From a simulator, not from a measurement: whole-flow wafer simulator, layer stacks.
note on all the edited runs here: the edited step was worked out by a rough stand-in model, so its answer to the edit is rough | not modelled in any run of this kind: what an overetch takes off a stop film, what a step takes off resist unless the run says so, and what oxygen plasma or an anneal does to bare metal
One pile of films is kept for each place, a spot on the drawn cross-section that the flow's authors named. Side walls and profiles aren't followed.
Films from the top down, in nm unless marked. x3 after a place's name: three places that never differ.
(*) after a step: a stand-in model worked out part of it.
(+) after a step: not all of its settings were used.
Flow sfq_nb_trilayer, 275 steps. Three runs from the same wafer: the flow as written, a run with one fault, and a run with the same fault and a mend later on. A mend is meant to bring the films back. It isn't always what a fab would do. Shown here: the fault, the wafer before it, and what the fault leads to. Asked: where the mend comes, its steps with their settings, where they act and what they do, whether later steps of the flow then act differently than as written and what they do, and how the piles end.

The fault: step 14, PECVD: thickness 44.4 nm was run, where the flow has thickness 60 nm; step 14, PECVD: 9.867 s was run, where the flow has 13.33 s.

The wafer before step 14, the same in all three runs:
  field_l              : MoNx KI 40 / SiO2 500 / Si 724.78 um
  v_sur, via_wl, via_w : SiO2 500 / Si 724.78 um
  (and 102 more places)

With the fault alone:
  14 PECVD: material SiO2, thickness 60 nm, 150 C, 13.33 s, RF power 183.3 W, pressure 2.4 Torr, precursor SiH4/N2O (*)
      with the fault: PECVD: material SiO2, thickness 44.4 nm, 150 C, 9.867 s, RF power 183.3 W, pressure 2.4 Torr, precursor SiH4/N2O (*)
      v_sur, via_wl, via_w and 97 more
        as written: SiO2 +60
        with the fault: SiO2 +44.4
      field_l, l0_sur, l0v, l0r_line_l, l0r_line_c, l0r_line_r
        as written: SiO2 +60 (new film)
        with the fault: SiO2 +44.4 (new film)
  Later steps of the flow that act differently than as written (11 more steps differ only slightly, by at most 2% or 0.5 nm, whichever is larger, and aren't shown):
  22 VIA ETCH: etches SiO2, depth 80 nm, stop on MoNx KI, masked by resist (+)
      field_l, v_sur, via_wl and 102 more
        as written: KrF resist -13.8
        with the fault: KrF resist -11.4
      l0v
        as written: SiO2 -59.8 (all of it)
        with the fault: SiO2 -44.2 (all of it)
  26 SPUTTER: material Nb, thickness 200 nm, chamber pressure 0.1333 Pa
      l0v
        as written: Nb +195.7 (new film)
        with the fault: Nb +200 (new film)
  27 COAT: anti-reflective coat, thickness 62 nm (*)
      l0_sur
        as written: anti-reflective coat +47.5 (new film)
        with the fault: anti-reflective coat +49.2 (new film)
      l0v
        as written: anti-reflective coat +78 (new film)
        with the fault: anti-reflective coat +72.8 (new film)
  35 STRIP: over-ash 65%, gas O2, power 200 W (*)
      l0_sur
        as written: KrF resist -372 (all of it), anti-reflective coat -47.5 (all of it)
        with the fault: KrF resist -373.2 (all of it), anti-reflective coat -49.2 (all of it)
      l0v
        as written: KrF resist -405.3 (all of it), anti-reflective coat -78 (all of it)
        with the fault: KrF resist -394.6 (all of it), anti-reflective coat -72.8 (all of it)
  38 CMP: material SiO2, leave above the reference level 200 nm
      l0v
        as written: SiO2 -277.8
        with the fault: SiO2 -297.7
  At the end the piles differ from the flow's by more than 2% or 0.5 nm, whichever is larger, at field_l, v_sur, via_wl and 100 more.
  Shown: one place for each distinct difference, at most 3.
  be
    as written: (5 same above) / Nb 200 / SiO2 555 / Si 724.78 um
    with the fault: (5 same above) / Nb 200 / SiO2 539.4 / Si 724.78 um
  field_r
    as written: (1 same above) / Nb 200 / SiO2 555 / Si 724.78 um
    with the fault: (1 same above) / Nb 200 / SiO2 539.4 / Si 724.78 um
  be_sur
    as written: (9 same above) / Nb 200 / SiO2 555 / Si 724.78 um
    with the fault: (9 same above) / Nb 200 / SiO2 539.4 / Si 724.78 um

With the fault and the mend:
  The mend comes after step 20.
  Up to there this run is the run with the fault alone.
  20a STRIP: over-ash 65%, gas O2, power 200 W (*)
      p4_fl x3, p4_w1 x9, p4_g1 x2 and 59 more
        KrF resist -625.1 (all of it), anti-reflective coat -62 (all of it)
      jj_sur, ce_l, c5j, ce_r, sp_r, be_r, r_sur
        KrF resist -632 (all of it), anti-reflective coat -63.7 (all of it)
      be, moat
        KrF resist -632.3 (all of it), anti-reflective coat -63.8 (all of it)
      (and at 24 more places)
  20b PECVD: material SiO2, thickness 15.6 nm, 150 C, 3.467 s, RF power 183.3 W, pressure 2.4 Torr, precursor SiH4/N2O (the flow's step 14 once more, with other settings)
      field_l, v_sur, via_wl and 103 more
        SiO2 +15.6
  20c COAT: anti-reflective coat, thickness 62 nm (*) (the flow's step 15 once more)
      p4_fl x3, p4_w1 x9, p4_g1 x2 and 59 more
        anti-reflective coat +62 (new film)
      be_sur, gap, jj_sur and 8 more
        anti-reflective coat +63.7 (new film)
      wire, be, moat, field_r, lsp_l
        anti-reflective coat +63.8 (new film)
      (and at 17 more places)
  20d COAT: KrF resist, thickness 650 nm (*) (the flow's step 16 once more)
      p4_fl x3, p4_w1 x9, p4_g1 x2 and 59 more
        KrF resist +650 (new film)
      jj_sur, ce_l, c5j, ce_r, sp_r, be_r, r_sur
        KrF resist +656.9 (new film)
      l0r_line_l, l0r_line_c, l0r_line_r
        KrF resist +646 (new film)
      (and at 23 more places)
  20e SOFTBAKE: KrF resist (the flow's step 17 once more)
      changes no film at any place that is followed
  20f EXPOSE: photomask L0V, dose 12.41 mJ/cm2, NA 0.6, wavelength 248 nm (*) (the flow's step 18 once more)
      changes no film at any place that is followed
  20g PEB: KrF resist, 90 s (the flow's step 19 once more)
      p4_fl x3, p4_w1 x9, p4_g1 x2 and 59 more
        KrF resist -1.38
      via_v, wire, be and 15 more
        KrF resist -1.39
      v_sur, via_w, via_wr, via_sp, lsp_m, ln_m6, lsp_r
        KrF resist -1.4
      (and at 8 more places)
  20h DEVELOP: KrF resist, thickness 650 nm, 60 s (the flow's step 20 once more)
      field_l, v_sur, via_wl and 102 more
        KrF resist -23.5
      l0v
        KrF resist -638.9 (all of it)
  No later step of the flow acts differently than as written, at any place that is followed, by more than 2% or 0.5 nm, whichever is larger.
  At the end the piles are the same as the flow's at every place that both follow.
